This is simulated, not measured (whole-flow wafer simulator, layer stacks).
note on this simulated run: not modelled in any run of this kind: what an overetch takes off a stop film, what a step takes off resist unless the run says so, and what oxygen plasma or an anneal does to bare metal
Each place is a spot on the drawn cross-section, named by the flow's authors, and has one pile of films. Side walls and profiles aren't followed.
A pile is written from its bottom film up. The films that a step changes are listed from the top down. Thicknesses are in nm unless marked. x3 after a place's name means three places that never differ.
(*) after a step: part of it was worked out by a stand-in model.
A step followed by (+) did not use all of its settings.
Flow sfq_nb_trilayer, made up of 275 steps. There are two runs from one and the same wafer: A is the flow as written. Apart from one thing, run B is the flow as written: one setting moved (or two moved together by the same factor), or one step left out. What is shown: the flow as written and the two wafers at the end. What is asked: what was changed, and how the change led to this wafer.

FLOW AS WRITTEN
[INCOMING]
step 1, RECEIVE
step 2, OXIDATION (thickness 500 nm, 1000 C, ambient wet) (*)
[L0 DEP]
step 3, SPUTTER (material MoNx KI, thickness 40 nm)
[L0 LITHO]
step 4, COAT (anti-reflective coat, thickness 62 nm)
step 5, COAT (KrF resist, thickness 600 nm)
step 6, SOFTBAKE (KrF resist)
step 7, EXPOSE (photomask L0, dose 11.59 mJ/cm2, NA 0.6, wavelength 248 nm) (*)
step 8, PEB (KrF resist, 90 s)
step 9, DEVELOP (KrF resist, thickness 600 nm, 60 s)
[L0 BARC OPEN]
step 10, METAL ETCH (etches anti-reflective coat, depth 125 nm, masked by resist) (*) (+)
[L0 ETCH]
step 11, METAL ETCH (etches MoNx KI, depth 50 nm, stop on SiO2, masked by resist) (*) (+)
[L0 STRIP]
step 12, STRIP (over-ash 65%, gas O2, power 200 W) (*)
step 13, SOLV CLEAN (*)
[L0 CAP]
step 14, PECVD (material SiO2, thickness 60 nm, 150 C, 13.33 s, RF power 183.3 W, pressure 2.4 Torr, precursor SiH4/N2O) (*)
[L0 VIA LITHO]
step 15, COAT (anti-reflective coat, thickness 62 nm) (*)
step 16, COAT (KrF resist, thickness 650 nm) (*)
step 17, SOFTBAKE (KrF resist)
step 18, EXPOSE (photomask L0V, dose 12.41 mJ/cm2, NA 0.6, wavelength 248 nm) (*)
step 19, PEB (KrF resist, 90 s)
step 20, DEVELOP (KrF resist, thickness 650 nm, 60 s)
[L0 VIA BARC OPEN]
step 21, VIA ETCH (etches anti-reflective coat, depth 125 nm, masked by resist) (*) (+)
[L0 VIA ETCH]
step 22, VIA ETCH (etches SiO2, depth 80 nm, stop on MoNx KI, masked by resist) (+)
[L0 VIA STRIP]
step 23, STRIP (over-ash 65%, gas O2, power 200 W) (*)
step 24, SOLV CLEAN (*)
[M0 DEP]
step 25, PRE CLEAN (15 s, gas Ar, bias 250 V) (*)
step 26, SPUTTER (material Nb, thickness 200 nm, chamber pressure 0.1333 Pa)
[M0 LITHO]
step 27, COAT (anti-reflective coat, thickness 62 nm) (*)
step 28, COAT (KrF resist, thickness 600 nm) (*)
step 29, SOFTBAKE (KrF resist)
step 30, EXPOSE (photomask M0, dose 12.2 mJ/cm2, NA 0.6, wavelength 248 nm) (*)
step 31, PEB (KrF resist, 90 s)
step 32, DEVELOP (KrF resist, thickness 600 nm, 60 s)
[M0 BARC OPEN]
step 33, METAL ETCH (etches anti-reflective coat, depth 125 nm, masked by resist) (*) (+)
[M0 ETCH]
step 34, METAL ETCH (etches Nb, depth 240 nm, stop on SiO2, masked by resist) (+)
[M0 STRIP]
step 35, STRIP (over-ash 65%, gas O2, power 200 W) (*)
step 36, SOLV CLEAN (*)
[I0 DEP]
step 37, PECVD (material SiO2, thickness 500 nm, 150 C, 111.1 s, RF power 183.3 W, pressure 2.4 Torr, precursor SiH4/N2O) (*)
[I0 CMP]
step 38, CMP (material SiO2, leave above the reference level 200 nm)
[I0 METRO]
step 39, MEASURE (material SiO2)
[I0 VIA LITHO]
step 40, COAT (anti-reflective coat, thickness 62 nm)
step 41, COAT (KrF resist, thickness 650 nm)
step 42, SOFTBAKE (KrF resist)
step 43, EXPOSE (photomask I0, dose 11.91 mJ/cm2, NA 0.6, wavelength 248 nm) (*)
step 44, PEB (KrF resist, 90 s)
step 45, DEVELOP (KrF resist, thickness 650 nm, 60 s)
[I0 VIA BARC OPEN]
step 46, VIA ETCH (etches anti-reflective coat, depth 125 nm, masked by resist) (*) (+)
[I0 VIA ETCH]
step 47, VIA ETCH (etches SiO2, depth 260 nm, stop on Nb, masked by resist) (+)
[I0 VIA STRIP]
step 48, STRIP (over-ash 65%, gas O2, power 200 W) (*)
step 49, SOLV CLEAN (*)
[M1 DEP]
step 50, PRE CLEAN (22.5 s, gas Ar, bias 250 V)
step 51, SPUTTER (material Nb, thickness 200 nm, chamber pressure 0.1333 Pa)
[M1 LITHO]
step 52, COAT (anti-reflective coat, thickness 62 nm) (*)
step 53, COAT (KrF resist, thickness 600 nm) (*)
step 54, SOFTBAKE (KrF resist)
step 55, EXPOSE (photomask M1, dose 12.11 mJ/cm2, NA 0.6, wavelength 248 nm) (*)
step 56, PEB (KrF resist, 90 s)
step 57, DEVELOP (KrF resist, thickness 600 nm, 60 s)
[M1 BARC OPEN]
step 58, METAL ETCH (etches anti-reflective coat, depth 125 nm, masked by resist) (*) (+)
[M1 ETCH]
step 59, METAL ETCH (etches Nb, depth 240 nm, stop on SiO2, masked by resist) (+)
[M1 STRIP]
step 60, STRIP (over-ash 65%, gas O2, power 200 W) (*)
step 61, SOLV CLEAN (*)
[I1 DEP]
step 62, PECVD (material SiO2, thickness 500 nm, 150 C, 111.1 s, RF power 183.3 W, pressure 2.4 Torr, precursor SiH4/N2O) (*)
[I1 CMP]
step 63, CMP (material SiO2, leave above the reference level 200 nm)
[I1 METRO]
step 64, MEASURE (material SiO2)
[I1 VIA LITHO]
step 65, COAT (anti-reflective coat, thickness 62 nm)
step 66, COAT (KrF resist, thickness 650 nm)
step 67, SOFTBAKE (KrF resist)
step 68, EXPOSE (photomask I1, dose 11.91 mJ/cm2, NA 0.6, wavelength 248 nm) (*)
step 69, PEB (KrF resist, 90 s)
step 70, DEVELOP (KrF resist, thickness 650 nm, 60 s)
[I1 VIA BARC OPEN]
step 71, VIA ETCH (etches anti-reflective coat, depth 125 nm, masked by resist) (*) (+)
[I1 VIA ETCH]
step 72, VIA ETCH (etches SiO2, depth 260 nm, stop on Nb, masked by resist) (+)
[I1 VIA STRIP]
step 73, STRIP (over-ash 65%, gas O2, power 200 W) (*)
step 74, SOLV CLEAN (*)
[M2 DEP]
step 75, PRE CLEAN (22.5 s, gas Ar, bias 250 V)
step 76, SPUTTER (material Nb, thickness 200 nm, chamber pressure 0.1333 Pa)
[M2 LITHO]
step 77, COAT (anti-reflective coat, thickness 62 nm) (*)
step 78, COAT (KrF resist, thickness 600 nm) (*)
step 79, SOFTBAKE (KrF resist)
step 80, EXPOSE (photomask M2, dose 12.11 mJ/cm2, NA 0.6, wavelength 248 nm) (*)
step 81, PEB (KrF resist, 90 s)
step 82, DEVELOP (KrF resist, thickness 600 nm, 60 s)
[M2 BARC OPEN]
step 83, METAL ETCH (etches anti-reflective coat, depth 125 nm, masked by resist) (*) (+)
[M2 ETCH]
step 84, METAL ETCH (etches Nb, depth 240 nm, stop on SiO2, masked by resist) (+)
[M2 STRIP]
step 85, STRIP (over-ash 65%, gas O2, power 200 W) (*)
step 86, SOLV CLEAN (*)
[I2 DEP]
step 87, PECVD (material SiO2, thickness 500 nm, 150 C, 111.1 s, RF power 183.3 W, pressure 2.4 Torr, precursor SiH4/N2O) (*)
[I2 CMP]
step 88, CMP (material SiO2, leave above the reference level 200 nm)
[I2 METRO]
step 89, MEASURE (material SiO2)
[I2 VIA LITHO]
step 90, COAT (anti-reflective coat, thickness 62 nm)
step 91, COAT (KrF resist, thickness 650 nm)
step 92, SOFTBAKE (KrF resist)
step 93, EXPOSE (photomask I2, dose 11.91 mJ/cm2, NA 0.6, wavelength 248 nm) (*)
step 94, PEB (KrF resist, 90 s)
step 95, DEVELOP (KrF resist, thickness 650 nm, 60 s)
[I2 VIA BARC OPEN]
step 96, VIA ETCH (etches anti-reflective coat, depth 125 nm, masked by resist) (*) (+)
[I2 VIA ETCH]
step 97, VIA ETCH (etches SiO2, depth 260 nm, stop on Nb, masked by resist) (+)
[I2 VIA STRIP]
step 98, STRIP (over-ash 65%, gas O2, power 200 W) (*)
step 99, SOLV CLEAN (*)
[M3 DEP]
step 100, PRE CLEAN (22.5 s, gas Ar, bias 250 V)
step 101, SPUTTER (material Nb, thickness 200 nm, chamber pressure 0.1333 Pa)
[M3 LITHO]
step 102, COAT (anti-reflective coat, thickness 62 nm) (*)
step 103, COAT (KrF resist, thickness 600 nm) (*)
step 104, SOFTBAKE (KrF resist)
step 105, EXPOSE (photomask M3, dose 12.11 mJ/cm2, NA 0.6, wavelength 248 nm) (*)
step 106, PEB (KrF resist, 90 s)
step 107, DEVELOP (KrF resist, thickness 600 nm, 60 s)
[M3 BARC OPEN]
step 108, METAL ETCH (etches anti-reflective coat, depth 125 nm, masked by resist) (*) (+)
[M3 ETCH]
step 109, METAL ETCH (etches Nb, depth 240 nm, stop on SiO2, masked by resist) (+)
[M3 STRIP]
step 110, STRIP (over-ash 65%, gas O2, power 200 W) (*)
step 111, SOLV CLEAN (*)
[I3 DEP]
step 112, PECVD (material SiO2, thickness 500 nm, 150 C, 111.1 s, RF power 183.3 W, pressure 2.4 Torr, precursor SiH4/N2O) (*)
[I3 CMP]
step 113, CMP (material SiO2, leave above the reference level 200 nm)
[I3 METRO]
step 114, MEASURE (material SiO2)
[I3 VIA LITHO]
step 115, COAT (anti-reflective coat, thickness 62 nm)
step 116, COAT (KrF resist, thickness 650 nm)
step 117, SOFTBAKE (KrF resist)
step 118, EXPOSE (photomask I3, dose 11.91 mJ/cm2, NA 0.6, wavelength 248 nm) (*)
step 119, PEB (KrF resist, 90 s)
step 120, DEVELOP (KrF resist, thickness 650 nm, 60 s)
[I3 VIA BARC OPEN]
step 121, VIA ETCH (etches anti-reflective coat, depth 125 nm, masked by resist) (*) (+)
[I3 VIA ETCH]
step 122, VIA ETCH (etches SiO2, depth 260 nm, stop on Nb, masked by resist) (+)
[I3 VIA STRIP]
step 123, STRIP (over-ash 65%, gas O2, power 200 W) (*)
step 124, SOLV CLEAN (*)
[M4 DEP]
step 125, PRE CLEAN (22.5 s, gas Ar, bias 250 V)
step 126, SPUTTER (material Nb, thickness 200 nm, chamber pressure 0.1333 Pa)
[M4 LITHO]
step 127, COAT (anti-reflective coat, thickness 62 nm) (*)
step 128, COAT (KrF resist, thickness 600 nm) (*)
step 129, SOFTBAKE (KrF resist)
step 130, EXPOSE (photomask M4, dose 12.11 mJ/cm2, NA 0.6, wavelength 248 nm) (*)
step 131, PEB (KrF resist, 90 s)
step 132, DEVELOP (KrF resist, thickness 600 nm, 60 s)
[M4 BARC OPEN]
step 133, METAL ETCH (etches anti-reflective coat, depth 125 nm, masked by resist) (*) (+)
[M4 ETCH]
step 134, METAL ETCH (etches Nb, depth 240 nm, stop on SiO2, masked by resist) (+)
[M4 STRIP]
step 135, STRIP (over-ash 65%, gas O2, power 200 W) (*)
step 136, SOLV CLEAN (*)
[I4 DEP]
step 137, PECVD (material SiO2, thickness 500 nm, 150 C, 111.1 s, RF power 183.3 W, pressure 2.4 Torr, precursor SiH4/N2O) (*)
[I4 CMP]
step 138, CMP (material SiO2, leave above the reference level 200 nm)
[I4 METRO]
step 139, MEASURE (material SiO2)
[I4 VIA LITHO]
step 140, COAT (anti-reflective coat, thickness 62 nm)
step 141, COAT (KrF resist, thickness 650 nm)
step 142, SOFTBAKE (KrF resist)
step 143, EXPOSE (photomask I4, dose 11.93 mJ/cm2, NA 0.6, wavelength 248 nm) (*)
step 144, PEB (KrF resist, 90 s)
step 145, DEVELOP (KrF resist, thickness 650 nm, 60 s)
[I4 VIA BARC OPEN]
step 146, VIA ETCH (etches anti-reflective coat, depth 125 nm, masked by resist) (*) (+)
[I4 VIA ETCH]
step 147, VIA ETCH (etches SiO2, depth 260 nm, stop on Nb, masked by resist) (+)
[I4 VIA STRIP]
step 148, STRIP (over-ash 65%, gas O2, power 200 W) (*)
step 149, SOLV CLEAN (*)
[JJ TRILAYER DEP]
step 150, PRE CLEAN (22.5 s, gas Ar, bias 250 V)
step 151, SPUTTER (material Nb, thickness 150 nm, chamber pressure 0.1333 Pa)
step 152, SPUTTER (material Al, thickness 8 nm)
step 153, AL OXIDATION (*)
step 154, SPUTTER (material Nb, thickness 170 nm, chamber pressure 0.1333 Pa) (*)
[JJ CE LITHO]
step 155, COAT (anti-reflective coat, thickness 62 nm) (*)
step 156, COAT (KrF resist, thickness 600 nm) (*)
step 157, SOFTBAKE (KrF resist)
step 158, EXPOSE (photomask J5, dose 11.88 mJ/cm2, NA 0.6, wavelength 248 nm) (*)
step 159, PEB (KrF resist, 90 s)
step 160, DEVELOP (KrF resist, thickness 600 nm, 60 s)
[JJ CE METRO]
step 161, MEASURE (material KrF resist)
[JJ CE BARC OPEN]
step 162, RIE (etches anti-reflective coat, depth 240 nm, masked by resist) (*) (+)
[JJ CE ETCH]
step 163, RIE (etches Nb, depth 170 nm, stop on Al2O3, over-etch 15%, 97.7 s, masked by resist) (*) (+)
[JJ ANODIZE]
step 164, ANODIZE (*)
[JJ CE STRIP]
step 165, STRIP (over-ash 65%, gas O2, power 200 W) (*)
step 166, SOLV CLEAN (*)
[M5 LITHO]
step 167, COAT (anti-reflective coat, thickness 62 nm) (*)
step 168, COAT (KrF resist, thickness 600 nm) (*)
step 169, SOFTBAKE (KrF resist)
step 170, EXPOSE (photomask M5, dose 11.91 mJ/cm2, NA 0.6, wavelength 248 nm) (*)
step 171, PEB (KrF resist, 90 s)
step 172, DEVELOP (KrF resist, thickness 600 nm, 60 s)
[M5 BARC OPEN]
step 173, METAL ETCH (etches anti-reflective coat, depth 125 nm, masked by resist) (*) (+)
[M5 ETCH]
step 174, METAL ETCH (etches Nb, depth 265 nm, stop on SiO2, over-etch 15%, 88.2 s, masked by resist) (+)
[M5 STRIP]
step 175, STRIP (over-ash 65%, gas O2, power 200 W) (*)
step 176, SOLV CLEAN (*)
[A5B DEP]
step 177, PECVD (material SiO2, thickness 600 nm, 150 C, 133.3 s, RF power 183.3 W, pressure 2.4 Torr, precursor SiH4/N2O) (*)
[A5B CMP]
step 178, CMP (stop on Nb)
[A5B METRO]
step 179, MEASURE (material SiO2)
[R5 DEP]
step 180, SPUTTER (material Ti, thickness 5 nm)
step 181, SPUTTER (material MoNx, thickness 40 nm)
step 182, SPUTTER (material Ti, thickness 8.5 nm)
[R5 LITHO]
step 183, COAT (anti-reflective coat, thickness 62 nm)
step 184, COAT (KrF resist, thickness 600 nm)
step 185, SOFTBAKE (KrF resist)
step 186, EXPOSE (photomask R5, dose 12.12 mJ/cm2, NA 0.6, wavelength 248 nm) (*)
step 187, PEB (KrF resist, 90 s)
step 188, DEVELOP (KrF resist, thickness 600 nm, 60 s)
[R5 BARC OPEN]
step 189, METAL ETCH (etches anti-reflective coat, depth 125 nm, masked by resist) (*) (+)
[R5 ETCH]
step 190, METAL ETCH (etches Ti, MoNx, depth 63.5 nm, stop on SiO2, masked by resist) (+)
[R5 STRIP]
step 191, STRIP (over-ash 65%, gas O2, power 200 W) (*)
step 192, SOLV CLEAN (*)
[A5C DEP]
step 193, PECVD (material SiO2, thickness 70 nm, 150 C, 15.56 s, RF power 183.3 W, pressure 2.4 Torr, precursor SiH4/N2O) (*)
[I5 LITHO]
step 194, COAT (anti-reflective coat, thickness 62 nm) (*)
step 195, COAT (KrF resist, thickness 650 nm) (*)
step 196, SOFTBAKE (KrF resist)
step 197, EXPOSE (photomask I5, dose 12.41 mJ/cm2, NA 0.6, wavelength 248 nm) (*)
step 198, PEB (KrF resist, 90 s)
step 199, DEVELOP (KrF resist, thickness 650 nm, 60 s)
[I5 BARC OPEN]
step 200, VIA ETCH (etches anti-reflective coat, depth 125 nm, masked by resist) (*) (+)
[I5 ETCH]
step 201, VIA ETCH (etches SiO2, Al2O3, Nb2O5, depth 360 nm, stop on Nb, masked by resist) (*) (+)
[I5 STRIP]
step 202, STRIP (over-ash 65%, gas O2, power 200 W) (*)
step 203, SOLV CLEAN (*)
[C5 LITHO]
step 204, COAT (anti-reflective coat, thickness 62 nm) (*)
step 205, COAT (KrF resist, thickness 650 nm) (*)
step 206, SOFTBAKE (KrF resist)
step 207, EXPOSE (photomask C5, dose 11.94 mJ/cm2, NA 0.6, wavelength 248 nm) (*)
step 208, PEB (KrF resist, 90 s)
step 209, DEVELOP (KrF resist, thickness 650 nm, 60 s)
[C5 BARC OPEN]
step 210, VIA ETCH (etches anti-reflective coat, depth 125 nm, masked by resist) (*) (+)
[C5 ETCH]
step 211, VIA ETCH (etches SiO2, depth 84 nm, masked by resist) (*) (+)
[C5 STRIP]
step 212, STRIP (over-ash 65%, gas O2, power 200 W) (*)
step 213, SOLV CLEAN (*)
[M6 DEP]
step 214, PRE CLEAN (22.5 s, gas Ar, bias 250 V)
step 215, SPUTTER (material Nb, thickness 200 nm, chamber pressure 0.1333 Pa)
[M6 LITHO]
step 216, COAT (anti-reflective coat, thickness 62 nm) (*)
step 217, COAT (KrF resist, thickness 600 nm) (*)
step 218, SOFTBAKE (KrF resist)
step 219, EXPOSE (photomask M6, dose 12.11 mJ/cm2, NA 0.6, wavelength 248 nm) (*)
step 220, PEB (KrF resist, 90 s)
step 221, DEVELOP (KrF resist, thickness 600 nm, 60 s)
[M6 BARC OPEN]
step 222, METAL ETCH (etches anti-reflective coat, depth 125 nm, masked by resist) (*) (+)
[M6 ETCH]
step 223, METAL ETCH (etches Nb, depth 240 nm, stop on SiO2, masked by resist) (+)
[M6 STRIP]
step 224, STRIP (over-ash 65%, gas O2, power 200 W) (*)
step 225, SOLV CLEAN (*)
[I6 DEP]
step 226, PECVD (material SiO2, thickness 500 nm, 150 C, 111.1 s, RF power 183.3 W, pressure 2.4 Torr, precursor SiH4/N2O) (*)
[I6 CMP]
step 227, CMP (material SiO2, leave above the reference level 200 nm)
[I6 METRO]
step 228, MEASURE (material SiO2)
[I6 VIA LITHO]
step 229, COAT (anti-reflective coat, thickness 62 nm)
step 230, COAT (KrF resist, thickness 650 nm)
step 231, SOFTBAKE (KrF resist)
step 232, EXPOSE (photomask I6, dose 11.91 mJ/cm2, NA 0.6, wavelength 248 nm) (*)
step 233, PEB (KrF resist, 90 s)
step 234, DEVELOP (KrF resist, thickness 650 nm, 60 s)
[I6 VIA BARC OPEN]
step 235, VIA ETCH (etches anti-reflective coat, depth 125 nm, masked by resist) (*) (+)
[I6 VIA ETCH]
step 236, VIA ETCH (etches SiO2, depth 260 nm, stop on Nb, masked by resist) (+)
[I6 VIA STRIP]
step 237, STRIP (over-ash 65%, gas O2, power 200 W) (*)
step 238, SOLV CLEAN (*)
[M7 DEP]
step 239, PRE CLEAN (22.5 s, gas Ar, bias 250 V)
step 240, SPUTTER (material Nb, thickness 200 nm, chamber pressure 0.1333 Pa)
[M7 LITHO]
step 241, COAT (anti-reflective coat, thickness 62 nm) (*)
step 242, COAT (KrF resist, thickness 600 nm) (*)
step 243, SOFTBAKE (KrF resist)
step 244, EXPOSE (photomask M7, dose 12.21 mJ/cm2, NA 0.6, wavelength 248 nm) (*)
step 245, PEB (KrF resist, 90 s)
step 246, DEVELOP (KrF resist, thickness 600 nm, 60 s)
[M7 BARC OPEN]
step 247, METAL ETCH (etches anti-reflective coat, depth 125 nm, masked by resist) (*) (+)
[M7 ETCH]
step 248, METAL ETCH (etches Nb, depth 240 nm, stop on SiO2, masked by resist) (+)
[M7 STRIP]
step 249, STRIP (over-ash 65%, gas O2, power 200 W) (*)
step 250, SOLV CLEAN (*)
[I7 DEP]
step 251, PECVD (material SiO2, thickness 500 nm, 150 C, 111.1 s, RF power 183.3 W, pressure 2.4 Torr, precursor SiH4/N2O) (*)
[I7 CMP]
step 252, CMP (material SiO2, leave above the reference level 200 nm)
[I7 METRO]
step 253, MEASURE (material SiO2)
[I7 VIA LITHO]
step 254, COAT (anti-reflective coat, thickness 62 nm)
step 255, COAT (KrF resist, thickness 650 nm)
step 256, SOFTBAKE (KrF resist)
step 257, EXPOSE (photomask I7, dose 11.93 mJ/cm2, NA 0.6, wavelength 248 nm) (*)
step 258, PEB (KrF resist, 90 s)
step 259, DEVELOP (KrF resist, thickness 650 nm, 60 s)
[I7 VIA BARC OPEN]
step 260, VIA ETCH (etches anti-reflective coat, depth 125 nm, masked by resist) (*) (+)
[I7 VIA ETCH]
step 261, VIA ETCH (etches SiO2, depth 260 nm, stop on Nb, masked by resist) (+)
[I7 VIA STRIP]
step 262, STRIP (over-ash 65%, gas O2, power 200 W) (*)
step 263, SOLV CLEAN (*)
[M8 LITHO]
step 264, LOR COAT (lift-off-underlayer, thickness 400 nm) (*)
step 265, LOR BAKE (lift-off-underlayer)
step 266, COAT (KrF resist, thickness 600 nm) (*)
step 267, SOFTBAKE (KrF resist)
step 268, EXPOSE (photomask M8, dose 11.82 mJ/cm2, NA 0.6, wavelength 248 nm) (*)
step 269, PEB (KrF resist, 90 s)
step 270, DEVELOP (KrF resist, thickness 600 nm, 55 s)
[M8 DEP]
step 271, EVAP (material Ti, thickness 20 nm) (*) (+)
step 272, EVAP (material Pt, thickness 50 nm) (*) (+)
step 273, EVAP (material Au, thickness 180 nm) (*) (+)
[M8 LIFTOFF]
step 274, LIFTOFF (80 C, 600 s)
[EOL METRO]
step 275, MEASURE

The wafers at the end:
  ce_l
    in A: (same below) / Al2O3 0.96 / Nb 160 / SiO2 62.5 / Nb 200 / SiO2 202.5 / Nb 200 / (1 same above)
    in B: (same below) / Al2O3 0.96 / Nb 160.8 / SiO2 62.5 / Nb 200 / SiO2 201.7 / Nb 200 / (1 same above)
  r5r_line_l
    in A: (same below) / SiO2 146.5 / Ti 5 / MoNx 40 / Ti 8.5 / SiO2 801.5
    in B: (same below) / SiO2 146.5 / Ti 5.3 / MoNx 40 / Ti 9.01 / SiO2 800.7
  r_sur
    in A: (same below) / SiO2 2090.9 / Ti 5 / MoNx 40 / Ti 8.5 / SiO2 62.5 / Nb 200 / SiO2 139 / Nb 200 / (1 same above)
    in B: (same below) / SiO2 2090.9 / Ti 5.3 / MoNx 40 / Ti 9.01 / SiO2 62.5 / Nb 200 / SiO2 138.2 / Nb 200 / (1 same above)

What caused this: step 180, SPUTTER: thickness 5.3 nm was run, whereas the flow has thickness 5 nm; step 182, SPUTTER: thickness 9.01 nm was run, where the flow has thickness 8.5 nm.
The wafer itself shows it: r5r_line_l has Ti 5.3, and step 180 as written asks for 5 nm.

The path from the change to this, step by step:
  step 182, SPUTTER (material Ti, thickness 8.5 nm)
      field_l, v_sur, via_wl and 103 more: A Ti gains 8.5 (new film) | B Ti gains 9.01 (new film)
  step 190, METAL ETCH (etches Ti, MoNx, depth 63.5 nm, stop on SiO2, masked by resist) (+)
      field_l, v_sur, via_wl and 92 more: A Ti loses 8.5 (all of it), MoNx loses 40 (all of it), Ti loses 5 (all of it) | B Ti loses 9.01 (all of it), MoNx loses 40 (all of it), Ti loses 5.3 (all of it)
      ce_l, c5j, ce_r, wl_jj: A Ti loses 8.5 (all of it), MoNx loses 40 (all of it), Ti loses 5 (all of it), Nb loses 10 | B Ti loses 9.01 (all of it), MoNx loses 40 (all of it), Ti loses 5.3 (all of it), Nb loses 9.19
